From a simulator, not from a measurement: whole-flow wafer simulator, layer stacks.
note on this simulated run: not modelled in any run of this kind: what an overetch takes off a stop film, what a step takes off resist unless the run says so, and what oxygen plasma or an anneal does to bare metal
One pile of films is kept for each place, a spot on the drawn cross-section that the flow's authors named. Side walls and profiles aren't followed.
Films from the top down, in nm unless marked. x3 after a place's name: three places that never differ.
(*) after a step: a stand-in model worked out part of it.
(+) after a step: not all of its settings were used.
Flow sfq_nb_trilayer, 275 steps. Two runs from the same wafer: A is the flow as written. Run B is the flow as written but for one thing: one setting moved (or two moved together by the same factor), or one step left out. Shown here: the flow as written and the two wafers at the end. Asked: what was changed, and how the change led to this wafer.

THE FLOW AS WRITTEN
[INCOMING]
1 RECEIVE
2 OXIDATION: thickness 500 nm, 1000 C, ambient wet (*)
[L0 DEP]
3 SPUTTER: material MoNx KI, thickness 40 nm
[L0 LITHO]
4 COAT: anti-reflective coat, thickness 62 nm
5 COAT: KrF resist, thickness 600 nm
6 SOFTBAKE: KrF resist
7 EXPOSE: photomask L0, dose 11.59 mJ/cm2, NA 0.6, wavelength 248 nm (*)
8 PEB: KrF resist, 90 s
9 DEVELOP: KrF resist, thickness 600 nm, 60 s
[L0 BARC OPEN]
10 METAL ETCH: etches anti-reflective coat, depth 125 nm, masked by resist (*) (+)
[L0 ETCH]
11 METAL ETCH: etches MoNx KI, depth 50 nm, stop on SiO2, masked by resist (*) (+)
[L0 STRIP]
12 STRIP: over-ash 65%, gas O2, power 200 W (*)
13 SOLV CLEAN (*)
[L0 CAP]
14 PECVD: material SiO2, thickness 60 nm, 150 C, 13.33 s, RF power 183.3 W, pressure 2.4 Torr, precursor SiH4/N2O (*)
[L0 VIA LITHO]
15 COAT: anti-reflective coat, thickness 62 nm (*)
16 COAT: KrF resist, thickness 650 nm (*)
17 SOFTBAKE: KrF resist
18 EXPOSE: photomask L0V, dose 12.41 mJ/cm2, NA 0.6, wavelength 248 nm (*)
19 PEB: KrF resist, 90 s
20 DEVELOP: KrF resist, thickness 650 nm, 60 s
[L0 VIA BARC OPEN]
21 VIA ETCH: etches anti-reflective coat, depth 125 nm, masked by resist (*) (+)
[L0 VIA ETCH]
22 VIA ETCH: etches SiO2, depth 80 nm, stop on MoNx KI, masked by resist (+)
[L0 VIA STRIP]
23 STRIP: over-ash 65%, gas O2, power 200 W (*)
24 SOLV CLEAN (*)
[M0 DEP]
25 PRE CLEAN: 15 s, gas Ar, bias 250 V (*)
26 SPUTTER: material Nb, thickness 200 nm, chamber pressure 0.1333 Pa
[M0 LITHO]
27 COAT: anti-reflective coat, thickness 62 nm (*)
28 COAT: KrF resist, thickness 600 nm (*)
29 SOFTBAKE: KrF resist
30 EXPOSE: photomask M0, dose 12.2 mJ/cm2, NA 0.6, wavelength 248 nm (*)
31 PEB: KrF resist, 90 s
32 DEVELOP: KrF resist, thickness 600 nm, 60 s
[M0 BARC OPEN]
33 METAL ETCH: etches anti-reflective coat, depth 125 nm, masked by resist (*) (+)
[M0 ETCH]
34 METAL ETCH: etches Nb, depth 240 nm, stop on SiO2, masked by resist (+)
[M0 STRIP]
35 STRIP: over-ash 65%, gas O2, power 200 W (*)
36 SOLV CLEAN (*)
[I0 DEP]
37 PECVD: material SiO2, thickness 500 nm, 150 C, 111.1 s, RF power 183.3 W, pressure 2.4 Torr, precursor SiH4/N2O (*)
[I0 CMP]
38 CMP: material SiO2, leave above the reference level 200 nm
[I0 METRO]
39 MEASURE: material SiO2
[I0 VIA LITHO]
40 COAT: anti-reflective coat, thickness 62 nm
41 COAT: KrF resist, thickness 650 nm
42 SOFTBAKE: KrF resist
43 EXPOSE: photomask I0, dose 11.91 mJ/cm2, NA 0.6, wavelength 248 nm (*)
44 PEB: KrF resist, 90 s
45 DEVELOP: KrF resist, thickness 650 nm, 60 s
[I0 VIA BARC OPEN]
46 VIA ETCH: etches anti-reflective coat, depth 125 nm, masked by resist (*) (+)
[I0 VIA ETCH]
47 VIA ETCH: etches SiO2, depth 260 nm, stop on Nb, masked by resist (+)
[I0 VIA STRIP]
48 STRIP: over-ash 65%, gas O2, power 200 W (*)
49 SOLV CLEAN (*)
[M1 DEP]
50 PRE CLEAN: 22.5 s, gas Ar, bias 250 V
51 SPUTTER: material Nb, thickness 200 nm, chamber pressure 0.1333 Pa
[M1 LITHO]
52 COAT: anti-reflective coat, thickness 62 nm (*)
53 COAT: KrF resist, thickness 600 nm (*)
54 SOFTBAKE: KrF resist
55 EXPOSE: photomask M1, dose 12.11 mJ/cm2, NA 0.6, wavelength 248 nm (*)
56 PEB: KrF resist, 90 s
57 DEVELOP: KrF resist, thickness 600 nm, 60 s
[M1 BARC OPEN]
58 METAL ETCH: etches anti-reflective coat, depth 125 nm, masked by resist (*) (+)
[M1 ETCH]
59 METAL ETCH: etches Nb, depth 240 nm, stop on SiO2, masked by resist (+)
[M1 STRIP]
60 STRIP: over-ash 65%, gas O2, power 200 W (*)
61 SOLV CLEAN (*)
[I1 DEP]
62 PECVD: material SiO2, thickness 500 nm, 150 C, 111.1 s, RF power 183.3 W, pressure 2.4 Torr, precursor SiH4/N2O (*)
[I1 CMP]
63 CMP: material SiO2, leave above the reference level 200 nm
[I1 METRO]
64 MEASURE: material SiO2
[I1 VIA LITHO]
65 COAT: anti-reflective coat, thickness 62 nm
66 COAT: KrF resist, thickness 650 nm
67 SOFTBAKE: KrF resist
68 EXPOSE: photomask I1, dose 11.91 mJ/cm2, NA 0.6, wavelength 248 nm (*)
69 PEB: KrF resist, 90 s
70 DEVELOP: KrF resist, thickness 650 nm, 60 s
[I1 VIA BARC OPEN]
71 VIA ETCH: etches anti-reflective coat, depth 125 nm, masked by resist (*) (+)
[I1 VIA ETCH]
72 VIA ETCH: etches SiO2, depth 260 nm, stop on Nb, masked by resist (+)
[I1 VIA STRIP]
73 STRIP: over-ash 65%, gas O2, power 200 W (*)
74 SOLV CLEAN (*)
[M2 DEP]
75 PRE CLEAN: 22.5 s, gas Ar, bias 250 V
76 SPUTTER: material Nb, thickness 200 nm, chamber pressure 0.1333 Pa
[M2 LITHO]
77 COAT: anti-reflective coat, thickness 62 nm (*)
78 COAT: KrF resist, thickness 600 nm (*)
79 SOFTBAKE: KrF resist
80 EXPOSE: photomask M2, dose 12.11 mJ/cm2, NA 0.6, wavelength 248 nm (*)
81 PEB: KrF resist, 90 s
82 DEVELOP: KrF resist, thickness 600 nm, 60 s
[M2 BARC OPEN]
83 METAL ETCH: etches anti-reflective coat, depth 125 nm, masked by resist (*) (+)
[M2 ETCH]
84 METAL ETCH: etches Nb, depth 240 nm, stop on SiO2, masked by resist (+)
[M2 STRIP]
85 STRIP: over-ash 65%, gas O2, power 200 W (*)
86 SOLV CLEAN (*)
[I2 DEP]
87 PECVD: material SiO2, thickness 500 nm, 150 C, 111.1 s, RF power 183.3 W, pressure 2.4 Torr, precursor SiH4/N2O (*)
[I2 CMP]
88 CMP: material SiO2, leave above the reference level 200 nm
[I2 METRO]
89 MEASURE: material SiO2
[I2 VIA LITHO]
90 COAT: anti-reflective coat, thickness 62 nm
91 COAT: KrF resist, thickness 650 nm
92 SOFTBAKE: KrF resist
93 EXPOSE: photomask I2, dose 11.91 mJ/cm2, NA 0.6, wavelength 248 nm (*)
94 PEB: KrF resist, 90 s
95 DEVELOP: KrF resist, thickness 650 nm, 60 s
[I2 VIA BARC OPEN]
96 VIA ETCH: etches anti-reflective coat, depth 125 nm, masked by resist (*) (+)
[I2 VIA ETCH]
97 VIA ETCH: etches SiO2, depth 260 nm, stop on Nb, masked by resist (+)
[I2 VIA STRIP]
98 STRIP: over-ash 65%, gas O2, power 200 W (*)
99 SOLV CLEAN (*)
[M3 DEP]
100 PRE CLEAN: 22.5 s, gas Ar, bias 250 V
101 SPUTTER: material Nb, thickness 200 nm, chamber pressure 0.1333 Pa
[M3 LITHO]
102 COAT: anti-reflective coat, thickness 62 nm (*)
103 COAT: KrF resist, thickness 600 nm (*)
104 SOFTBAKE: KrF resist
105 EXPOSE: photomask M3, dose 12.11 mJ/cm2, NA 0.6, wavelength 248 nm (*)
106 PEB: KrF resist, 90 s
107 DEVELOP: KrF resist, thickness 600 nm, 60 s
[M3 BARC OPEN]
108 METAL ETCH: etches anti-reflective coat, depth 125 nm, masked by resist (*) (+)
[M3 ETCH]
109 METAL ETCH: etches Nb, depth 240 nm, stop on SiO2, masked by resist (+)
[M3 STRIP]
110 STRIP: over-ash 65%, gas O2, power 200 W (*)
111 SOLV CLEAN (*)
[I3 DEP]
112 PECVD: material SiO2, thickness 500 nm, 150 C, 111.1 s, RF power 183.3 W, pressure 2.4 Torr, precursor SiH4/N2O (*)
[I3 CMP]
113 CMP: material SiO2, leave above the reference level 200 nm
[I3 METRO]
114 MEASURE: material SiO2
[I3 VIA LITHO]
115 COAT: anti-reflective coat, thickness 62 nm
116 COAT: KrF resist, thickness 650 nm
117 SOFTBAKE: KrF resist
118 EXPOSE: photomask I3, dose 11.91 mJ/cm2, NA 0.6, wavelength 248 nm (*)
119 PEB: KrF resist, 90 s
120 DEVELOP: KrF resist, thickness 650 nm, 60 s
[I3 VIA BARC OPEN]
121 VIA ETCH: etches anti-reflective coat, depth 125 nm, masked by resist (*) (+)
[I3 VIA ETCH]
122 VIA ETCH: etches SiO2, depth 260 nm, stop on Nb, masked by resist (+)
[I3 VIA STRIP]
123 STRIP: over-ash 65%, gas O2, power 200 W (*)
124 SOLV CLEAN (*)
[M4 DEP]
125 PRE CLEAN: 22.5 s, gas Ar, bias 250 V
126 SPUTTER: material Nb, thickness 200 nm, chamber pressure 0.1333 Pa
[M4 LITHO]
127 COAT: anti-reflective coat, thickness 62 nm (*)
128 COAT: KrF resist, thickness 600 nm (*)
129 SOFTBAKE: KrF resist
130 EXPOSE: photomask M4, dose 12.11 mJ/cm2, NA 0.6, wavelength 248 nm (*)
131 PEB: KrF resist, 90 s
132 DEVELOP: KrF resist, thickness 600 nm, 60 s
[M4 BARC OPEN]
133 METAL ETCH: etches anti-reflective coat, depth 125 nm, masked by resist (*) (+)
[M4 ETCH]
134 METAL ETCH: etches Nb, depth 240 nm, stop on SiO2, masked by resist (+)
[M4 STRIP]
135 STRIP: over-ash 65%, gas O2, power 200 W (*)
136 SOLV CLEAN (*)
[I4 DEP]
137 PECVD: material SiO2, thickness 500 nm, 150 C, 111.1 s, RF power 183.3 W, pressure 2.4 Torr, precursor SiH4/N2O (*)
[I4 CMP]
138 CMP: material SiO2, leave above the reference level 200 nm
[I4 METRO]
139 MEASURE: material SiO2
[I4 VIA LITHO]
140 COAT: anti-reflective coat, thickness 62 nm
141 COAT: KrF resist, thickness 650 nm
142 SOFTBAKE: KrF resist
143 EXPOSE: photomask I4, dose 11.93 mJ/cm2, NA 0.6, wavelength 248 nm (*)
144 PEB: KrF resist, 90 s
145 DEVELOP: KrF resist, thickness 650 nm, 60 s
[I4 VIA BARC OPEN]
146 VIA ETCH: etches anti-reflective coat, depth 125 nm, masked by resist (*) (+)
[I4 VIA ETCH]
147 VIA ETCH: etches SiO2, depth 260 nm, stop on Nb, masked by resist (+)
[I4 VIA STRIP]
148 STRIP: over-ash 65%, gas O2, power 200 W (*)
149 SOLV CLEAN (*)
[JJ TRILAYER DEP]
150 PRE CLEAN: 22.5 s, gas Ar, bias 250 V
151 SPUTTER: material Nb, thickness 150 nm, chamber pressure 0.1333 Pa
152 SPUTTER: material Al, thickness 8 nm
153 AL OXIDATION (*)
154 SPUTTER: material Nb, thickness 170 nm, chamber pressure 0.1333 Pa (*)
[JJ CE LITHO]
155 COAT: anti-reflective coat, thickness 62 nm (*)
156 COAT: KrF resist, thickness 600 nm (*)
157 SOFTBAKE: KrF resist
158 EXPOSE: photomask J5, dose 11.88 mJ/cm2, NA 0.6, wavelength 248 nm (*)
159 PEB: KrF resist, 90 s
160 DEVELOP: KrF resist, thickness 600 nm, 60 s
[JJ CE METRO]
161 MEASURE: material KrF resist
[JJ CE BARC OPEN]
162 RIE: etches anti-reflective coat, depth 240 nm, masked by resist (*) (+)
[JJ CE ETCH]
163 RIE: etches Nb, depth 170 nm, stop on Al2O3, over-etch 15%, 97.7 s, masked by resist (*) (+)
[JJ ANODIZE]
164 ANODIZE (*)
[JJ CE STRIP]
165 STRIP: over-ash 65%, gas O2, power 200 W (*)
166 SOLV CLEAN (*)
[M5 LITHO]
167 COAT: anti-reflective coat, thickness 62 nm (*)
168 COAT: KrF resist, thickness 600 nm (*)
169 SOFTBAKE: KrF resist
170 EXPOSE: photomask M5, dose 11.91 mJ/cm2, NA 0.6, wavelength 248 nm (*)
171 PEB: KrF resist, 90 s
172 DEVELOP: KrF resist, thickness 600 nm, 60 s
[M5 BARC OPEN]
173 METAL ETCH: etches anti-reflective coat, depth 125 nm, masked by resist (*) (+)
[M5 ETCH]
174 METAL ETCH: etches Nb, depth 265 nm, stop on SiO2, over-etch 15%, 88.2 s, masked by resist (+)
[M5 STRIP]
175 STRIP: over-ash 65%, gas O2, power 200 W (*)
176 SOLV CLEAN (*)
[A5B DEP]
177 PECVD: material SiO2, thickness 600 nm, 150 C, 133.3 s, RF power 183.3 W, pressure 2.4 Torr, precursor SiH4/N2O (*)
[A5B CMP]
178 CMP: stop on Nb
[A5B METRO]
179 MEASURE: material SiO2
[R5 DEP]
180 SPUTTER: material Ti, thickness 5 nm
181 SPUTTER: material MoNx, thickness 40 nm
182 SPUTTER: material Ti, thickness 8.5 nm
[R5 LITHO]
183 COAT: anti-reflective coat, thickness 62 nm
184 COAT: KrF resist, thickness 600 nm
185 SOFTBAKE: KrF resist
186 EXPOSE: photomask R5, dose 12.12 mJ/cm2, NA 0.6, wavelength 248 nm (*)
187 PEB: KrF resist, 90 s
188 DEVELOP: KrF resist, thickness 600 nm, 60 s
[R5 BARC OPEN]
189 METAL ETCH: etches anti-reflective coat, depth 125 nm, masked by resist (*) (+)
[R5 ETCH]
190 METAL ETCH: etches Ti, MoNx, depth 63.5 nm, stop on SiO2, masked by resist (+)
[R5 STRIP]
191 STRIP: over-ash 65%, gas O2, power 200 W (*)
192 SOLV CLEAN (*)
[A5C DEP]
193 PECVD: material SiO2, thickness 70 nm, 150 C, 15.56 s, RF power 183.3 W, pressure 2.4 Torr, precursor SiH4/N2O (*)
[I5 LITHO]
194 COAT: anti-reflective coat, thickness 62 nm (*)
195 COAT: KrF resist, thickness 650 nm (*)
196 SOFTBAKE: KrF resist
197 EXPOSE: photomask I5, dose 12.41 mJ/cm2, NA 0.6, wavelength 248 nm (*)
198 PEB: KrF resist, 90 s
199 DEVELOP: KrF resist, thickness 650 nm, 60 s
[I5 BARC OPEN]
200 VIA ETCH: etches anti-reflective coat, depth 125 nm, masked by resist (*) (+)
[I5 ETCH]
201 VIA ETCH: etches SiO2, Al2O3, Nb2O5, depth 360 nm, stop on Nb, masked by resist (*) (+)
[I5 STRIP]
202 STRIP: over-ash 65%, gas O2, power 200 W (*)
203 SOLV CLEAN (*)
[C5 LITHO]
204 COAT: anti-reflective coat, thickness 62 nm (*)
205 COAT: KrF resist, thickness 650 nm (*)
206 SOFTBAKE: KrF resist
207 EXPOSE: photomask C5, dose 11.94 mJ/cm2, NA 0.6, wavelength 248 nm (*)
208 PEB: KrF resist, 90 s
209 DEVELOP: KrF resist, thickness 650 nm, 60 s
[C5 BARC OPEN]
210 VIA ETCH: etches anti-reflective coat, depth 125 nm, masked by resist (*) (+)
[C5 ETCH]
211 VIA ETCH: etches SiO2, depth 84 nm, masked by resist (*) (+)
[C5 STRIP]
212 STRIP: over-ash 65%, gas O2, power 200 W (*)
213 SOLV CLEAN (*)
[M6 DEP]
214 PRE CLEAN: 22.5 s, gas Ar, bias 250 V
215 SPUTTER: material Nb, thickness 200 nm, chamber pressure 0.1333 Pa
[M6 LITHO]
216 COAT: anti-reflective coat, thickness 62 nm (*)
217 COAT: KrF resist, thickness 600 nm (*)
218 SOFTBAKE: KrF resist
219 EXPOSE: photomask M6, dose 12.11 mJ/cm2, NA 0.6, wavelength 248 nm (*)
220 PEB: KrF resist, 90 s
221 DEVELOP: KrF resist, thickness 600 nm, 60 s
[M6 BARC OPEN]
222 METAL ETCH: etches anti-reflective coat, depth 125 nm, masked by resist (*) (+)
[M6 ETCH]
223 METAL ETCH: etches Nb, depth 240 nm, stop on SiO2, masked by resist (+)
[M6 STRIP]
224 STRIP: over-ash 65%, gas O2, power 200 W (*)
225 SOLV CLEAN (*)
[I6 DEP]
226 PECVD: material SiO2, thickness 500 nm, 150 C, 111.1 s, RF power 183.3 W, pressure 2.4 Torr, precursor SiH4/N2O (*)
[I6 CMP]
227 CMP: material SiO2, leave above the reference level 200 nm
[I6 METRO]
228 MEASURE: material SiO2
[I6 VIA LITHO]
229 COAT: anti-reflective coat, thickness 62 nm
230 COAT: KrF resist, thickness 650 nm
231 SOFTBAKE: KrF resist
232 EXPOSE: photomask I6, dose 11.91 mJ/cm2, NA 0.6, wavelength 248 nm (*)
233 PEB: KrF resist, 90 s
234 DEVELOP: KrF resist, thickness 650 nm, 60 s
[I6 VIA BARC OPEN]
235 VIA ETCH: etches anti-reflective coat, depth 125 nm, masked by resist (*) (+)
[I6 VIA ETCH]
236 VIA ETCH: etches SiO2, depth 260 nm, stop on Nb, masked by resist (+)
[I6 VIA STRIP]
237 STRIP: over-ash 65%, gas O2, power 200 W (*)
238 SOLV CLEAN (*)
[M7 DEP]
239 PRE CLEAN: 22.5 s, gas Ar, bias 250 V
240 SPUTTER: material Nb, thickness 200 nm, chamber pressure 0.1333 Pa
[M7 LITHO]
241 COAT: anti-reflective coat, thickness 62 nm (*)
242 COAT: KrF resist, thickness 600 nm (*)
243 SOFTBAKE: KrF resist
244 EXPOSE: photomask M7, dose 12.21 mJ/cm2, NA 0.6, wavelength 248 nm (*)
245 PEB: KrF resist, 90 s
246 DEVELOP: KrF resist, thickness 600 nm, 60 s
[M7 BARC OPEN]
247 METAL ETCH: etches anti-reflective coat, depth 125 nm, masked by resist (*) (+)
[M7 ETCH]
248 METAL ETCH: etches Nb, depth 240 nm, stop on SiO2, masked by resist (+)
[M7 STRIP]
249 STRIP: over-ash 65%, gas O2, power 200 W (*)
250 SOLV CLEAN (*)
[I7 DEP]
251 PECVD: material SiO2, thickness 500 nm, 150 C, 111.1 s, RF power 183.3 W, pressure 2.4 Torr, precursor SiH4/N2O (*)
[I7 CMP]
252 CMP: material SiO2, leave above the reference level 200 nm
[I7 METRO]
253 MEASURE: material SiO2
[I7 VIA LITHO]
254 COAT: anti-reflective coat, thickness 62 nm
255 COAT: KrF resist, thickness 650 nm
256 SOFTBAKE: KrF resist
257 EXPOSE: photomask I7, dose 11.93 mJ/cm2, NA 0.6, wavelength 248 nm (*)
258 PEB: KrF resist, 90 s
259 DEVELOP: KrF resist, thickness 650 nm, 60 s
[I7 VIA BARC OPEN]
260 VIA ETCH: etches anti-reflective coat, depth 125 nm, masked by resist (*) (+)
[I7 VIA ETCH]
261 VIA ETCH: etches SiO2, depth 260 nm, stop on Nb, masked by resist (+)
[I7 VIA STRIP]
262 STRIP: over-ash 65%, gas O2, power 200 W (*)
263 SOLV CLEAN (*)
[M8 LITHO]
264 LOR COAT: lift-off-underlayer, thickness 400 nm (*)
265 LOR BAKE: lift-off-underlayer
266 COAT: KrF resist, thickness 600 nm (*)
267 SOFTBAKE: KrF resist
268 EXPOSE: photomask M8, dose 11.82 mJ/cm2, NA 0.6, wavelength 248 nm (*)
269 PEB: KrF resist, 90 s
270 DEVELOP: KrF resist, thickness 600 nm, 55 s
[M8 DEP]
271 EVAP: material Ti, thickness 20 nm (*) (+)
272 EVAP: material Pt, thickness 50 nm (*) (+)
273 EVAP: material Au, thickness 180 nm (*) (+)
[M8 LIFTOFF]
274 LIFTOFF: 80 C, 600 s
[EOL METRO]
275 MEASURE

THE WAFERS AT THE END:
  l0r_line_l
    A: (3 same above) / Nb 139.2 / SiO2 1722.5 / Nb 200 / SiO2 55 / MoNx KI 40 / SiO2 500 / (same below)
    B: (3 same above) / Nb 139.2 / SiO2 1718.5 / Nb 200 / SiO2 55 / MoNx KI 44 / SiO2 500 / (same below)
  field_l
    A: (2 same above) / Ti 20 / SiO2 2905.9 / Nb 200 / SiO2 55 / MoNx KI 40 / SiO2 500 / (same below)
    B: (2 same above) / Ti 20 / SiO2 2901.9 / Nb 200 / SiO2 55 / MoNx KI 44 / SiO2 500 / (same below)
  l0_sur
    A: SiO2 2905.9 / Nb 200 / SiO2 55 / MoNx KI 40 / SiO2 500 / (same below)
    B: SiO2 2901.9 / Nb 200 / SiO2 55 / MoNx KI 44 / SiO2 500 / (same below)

The cause: step 3, SPUTTER: thickness 44 nm was run, where the flow has thickness 40 nm.
It can be read off the wafer: l0r_line_l has MoNx KI 44, and step 3 as written asks for 40 nm.

How the change led to this, step by step:
  3 SPUTTER: material MoNx KI, thickness 40 nm
      field_l, v_sur, via_wl and 103 more: A MoNx KI +40 (new film) | B MoNx KI +44 (new film)
  11 METAL ETCH: etches MoNx KI, depth 50 nm, stop on SiO2, masked by resist (*) (+)
      v_sur, via_wl, via_w and 97 more: A MoNx KI -40 (all of it) | B MoNx KI -44 (all of it)
  27 COAT: anti-reflective coat, thickness 62 nm (*)
      l0r_space_c: A anti-reflective coat +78 (new film) | B anti-reflective coat +79.6 (new film)
  35 STRIP: over-ash 65%, gas O2, power 200 W (*)
      l0r_space_c: A KrF resist -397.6 (all of it), anti-reflective coat -78 (all of it) | B KrF resist -399.1 (all of it), anti-reflective coat -79.6 (all of it)
